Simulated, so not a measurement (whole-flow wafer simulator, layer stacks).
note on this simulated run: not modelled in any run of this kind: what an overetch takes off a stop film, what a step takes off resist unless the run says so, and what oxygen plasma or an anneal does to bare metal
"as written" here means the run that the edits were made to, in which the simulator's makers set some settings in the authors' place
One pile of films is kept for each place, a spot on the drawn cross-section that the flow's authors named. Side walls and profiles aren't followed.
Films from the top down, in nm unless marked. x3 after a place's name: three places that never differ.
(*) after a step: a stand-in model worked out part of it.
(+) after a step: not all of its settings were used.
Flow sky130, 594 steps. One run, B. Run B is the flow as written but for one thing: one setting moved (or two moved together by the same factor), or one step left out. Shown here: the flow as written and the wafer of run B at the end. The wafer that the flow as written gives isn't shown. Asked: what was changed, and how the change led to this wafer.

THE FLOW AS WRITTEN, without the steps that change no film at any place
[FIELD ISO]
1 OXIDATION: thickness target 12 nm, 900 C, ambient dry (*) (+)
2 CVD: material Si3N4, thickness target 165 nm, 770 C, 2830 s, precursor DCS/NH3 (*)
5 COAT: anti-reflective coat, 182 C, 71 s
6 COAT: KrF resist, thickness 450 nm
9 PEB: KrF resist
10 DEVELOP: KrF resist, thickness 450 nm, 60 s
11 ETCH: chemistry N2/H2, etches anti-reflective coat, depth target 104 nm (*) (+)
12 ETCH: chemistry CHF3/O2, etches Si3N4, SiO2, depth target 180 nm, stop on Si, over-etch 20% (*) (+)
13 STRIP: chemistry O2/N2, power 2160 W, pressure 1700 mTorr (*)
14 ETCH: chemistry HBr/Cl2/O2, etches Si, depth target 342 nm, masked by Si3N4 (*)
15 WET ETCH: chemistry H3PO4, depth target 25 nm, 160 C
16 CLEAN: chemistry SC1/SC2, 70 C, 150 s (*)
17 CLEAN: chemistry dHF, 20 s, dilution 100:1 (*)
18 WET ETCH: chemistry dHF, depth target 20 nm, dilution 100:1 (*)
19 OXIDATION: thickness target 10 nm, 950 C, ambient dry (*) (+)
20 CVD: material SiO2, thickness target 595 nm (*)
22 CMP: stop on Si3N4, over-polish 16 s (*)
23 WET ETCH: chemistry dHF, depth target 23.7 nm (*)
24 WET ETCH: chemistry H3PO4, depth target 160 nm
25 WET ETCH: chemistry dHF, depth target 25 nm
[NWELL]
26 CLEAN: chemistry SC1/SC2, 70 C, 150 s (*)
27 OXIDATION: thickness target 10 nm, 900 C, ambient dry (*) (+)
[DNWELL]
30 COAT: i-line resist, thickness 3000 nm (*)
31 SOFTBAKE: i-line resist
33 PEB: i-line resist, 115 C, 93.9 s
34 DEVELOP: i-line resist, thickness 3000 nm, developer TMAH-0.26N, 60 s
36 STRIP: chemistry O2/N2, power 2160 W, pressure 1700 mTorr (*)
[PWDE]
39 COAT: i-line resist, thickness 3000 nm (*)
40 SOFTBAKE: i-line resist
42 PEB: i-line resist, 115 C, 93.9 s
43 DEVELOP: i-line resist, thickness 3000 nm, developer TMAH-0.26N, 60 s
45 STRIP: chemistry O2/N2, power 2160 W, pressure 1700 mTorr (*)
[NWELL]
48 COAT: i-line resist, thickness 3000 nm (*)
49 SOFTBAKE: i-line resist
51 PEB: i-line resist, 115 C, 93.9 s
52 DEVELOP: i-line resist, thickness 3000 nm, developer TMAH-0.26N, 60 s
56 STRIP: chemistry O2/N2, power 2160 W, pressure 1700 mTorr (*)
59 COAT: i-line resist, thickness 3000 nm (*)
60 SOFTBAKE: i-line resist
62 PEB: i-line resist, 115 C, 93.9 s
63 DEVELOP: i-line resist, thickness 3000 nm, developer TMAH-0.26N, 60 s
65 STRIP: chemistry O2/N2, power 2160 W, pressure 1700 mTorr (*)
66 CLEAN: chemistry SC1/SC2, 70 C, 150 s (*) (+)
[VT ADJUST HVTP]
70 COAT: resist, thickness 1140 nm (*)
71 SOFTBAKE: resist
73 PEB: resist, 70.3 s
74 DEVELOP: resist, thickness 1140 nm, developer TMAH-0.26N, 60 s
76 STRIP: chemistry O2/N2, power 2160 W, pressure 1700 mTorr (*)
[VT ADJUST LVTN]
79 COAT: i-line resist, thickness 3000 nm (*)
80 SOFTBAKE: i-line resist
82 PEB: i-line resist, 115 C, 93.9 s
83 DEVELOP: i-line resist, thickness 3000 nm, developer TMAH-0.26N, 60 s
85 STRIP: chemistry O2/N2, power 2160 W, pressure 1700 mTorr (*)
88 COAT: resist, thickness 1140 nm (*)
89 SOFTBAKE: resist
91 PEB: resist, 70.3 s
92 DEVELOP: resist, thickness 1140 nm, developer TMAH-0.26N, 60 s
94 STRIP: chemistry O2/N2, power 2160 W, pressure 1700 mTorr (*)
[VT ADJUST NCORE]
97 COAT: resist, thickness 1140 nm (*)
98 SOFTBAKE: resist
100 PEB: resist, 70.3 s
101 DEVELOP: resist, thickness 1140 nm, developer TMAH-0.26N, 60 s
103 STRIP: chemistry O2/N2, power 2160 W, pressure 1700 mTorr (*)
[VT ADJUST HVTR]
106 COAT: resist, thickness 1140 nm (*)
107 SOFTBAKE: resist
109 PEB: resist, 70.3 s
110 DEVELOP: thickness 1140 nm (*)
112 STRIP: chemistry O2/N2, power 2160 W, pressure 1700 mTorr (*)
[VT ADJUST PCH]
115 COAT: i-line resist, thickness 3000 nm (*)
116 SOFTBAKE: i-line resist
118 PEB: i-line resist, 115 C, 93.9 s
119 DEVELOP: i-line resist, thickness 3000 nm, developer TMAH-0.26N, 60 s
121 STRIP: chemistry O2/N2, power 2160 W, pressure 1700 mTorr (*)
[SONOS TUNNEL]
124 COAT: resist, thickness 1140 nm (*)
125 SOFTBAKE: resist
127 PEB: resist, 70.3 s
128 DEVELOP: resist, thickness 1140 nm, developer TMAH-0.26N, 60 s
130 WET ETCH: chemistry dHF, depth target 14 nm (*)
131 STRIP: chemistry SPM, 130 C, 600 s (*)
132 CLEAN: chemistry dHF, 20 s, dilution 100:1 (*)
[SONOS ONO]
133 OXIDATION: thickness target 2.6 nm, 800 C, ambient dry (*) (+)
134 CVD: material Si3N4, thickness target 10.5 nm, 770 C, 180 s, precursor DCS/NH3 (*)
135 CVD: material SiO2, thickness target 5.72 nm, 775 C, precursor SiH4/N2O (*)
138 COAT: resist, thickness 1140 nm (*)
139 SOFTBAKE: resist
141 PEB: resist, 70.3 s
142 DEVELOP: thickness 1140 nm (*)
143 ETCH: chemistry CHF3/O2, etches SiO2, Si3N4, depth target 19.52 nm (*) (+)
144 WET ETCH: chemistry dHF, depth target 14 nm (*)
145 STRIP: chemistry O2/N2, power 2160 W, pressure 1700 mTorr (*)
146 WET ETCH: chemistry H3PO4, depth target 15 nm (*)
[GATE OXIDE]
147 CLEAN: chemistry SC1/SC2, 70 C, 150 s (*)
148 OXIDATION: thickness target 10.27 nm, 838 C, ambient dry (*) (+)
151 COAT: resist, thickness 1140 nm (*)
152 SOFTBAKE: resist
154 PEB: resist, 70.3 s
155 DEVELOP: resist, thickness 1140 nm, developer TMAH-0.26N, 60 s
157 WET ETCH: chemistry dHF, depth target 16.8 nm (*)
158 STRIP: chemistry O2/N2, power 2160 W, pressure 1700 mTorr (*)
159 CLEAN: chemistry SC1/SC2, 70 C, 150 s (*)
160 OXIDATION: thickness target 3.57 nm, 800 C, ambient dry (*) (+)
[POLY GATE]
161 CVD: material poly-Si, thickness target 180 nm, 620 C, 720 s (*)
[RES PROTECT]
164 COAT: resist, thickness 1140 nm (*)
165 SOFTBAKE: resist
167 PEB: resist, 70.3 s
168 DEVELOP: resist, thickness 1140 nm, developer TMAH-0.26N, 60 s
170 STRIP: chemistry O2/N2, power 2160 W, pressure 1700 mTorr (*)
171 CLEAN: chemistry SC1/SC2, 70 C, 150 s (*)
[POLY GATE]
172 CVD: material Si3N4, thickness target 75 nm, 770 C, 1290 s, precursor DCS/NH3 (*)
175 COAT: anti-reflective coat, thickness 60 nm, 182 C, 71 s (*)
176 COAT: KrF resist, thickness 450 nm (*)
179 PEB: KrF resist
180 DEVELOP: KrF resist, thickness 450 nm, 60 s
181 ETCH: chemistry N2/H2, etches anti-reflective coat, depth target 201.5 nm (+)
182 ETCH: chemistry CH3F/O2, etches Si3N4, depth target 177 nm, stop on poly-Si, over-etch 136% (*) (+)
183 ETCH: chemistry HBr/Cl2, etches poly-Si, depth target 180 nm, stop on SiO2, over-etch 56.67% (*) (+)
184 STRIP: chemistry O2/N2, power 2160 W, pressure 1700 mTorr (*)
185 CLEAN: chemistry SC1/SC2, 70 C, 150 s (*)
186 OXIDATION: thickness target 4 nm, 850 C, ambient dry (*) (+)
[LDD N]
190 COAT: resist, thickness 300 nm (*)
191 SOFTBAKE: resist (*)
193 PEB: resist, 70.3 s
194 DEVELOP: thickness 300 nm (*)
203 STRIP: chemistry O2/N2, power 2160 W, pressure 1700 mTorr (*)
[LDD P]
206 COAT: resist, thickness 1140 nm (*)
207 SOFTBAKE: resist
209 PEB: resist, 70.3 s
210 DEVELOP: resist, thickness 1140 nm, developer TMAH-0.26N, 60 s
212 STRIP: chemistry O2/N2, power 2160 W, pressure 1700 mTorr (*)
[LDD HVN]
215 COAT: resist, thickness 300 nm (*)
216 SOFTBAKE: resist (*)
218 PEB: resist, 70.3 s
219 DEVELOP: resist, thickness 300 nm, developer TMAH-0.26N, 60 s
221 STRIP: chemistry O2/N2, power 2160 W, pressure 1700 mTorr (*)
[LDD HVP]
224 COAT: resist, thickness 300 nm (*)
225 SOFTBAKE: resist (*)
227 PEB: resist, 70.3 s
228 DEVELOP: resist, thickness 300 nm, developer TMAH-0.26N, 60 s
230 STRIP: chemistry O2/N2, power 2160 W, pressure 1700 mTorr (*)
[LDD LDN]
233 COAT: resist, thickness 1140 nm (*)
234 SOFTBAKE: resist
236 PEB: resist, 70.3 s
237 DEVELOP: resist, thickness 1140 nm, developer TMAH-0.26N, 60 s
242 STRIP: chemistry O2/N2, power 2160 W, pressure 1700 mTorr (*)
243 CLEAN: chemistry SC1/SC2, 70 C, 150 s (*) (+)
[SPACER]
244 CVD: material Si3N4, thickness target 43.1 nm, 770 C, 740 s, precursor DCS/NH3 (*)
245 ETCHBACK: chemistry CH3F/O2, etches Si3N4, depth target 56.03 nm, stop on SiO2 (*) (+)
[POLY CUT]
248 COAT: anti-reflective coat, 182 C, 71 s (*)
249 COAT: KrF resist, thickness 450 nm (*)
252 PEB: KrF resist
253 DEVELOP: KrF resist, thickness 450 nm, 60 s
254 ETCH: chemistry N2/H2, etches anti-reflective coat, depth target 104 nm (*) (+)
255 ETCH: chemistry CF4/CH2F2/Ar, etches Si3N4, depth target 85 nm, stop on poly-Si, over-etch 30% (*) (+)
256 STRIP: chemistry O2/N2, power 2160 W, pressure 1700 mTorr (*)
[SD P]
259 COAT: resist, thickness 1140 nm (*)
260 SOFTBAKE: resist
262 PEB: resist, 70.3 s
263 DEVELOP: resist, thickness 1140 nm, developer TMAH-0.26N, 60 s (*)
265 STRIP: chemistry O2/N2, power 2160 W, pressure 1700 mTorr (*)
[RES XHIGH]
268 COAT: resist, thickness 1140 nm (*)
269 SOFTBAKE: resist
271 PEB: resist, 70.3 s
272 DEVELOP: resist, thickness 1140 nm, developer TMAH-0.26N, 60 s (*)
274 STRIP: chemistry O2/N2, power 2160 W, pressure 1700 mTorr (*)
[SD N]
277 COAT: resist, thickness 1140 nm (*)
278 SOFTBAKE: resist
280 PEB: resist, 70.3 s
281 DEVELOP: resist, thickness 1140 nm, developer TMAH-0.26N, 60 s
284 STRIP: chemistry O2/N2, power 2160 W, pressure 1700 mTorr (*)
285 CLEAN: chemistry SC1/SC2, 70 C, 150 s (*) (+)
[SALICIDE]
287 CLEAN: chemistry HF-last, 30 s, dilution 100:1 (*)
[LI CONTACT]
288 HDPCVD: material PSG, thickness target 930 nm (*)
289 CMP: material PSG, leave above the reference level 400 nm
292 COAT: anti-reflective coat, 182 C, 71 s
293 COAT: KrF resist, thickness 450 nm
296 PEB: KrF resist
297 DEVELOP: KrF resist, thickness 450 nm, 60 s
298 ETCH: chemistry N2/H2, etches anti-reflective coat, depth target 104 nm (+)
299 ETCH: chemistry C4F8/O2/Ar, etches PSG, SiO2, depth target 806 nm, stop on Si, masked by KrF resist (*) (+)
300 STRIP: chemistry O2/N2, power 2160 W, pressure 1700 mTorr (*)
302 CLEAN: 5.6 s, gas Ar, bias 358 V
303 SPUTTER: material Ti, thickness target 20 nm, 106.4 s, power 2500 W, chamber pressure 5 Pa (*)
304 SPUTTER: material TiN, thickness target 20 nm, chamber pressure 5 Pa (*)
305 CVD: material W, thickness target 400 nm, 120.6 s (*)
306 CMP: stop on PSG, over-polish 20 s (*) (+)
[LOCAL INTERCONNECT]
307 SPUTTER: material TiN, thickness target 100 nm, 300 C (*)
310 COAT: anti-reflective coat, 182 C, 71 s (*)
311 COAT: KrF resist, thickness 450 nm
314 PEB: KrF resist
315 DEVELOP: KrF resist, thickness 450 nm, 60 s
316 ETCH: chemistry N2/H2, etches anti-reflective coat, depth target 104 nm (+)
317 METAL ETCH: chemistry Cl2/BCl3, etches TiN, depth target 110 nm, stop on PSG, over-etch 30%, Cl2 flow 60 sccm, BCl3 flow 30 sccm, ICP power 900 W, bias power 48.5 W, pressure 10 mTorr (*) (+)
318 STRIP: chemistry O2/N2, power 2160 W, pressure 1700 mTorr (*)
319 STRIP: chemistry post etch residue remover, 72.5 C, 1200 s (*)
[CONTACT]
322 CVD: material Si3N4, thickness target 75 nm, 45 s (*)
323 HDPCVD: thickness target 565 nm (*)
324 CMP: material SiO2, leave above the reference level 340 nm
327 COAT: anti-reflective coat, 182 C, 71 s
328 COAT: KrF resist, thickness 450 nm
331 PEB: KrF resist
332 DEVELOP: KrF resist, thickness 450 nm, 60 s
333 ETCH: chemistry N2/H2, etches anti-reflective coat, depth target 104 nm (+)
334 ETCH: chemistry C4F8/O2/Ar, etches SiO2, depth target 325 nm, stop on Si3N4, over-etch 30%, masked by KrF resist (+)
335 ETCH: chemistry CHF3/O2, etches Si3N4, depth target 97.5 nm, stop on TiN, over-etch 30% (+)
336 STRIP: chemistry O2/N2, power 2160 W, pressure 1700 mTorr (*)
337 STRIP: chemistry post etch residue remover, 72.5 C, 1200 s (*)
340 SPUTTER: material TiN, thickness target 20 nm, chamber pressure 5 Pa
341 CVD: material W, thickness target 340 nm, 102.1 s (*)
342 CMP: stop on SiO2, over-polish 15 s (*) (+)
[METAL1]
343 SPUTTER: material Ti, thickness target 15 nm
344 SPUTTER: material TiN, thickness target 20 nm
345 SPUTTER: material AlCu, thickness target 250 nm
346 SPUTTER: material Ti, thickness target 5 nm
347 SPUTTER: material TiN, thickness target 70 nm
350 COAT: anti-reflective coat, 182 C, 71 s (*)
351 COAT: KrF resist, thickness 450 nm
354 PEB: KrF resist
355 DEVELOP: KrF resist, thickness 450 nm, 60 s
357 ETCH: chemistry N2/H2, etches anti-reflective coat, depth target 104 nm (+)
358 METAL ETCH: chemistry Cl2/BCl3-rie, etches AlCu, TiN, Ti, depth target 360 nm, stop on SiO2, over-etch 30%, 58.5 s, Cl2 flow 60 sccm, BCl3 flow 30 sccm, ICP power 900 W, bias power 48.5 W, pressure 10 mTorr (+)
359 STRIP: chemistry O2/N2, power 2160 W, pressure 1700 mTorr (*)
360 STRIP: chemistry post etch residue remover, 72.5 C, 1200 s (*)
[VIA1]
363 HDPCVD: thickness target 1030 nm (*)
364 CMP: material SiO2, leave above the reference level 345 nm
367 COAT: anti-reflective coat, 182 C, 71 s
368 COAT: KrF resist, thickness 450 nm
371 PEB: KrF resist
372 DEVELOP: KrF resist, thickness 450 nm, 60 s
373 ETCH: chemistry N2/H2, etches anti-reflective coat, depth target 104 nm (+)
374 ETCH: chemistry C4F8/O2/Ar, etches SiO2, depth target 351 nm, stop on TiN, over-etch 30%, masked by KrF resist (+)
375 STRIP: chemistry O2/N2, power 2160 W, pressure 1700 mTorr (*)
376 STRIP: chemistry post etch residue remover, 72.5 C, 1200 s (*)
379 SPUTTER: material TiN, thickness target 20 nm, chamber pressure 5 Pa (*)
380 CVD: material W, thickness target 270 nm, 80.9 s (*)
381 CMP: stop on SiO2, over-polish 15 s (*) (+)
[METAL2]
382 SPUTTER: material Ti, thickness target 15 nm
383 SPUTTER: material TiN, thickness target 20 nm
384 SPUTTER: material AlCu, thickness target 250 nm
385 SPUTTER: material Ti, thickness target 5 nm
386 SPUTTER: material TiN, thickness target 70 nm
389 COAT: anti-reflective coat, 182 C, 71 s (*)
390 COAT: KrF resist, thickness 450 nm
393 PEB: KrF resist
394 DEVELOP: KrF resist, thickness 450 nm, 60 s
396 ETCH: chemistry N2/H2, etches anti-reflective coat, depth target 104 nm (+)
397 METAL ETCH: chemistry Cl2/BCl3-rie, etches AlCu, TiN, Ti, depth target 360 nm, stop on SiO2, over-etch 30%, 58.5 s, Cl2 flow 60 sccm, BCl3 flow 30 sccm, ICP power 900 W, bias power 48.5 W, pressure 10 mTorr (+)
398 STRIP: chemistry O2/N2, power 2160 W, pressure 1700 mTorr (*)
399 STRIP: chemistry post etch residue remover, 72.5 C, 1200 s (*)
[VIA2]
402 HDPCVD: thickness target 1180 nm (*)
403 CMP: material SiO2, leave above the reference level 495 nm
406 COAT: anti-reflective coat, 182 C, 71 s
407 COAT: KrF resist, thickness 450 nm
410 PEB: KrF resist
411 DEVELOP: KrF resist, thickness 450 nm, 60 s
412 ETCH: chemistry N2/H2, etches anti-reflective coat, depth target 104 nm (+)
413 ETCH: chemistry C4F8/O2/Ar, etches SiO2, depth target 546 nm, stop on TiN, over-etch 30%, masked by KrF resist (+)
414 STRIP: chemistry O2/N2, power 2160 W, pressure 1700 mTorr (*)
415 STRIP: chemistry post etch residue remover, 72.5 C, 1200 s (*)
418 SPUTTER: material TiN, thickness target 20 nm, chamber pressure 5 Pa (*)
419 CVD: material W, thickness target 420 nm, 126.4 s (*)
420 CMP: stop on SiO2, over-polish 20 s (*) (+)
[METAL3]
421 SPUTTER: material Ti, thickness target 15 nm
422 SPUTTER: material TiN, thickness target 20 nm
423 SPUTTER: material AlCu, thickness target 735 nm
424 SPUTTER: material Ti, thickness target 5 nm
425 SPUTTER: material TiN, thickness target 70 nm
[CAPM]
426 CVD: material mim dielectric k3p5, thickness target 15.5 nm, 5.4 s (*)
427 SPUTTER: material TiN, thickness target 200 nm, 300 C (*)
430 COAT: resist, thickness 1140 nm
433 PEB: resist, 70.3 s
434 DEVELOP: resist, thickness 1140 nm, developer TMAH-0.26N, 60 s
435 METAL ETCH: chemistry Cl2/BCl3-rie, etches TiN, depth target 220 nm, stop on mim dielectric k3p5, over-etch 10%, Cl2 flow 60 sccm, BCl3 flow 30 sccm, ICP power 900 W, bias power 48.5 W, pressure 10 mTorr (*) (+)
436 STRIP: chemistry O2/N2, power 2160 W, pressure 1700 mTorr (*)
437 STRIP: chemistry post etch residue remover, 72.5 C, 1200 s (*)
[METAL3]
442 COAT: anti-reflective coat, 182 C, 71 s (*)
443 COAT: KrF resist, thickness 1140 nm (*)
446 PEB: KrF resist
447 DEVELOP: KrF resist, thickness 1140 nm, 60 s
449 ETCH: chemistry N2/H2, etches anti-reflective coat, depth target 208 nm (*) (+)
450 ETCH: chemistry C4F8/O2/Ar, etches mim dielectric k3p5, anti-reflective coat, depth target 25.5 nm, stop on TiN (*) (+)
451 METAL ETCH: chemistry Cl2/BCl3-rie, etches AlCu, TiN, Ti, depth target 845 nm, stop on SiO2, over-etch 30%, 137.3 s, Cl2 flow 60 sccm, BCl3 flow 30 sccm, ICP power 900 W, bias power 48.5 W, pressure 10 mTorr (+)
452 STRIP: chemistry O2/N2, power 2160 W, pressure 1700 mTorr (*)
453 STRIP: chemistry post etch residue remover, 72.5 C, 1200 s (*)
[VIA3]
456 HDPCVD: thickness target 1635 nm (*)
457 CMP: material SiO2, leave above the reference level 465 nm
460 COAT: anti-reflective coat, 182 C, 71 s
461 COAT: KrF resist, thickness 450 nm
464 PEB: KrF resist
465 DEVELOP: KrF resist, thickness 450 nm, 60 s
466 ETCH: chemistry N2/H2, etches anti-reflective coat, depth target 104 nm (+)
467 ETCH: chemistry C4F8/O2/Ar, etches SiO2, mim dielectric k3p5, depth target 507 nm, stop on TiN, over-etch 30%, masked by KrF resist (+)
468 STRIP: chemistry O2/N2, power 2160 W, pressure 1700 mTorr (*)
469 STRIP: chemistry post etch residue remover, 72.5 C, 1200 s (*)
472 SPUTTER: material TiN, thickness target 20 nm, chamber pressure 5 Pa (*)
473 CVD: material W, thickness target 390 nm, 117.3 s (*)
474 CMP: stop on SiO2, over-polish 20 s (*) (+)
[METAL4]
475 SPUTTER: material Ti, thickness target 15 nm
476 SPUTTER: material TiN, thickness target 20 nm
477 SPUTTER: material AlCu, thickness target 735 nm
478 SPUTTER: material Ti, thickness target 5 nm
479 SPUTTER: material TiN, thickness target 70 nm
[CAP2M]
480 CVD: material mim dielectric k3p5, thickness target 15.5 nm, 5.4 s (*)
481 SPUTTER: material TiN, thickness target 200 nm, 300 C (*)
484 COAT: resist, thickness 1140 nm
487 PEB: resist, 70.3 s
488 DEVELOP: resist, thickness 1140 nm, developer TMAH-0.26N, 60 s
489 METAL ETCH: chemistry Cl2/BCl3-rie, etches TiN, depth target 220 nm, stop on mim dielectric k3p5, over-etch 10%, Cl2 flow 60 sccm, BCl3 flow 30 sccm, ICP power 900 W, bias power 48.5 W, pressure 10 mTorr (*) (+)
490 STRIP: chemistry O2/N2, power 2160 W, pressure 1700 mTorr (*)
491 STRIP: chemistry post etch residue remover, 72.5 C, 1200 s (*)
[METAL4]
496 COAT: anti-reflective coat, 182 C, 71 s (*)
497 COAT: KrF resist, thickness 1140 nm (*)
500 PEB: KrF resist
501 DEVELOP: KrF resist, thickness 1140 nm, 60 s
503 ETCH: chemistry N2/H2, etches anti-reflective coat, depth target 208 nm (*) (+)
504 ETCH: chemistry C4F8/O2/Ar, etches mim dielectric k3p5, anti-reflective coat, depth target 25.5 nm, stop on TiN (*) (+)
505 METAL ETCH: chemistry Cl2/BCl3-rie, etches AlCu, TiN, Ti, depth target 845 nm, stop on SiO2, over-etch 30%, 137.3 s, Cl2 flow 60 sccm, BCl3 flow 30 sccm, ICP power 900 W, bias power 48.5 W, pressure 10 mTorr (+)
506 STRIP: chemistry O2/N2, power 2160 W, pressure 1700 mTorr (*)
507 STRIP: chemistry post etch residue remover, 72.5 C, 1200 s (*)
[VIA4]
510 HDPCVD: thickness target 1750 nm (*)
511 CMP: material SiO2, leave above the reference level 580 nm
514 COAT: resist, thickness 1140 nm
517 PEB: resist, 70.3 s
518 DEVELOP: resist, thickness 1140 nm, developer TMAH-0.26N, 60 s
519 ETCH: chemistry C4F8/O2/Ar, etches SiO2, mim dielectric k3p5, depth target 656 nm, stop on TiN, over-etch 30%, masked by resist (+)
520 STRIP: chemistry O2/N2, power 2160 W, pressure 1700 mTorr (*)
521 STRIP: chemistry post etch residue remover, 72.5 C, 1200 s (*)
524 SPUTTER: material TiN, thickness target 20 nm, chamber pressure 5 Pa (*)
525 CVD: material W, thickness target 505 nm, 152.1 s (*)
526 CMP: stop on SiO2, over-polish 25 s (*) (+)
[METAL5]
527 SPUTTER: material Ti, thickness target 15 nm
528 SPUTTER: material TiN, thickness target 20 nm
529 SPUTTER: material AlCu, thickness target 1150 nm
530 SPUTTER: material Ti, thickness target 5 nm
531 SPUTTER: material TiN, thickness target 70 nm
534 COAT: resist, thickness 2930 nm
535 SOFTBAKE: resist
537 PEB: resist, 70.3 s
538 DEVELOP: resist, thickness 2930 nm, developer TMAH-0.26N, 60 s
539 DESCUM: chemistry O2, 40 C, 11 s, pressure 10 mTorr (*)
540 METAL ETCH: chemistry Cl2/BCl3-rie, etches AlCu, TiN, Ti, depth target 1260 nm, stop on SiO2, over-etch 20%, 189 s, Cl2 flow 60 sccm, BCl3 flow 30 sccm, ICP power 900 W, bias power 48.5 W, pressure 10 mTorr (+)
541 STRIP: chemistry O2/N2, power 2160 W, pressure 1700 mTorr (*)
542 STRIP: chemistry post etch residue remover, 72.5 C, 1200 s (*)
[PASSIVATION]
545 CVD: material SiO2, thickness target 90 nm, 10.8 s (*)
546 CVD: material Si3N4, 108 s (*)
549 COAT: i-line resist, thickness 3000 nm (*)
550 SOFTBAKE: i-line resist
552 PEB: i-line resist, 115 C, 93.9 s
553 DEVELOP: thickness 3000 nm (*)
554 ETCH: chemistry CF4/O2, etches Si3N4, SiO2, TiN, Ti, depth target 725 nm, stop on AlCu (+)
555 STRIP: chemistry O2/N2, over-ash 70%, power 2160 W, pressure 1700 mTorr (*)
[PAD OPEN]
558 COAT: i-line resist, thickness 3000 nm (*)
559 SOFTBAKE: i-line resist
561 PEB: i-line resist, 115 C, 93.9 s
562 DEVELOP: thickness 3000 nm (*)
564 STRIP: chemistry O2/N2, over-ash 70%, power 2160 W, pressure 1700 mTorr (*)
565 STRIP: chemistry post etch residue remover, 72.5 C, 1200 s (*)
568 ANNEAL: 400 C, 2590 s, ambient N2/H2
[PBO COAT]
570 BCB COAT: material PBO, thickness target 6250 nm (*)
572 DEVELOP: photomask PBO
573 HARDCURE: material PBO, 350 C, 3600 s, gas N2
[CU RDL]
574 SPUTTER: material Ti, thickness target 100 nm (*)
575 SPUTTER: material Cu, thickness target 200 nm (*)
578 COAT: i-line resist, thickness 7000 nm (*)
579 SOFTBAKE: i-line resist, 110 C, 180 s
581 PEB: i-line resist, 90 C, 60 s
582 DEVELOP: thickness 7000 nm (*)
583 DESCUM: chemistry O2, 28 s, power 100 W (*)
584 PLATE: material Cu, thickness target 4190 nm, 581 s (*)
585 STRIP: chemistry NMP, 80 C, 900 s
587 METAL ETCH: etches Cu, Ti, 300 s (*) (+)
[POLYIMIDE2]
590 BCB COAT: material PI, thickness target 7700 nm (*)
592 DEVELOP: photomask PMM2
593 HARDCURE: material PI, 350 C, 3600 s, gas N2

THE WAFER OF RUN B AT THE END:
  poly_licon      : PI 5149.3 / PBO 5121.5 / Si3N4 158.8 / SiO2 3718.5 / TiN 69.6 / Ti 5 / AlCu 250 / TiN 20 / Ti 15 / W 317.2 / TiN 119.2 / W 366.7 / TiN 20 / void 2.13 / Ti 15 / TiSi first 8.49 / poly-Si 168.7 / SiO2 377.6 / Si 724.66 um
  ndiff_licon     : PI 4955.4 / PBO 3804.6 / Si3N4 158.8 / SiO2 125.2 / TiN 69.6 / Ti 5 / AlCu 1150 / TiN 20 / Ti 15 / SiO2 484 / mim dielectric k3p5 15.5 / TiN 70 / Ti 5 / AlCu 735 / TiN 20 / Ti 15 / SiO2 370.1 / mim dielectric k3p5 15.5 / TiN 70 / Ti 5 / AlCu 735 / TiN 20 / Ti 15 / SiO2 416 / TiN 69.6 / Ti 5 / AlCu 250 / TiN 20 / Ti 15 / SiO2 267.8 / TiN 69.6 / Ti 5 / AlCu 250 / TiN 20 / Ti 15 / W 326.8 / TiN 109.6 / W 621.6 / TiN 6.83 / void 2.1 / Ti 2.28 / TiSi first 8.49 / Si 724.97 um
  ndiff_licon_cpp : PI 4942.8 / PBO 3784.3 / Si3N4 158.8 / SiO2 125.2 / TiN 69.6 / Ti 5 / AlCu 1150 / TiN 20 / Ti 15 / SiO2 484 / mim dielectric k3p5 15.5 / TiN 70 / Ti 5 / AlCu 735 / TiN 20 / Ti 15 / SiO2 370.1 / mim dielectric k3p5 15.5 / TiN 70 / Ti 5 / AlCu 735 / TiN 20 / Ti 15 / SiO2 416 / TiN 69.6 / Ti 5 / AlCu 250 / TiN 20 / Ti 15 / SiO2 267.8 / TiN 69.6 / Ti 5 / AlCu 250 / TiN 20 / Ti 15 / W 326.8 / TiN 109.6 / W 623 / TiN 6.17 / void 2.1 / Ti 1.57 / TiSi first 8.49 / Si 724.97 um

The cause: step 568, ANNEAL: 4144 s was run, where the flow has 2590 s.

How the change led to this, step by step:
  568 ANNEAL: 400 C, 2590 s, ambient N2/H2
      poly_licon, rpo_hd_licon: under 11 films: void +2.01 (new film), Ti -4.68, TiSi first +8 (new film), poly-Si -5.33 (as written it would be: under 11 films: void +1.65 (new film), Ti -3.85, TiSi first +6.58 (new film), poly-Si -4.38)
      ndiff_licon, ndiff_licon_cpp: under 37 films: void +1.98 (new film), Ti -4.68, TiSi first +8 (new film), Si -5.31 (as written it would be: under 37 films: void +1.63 (new film), Ti -3.85, TiSi first +6.58 (new film), Si -4.36)
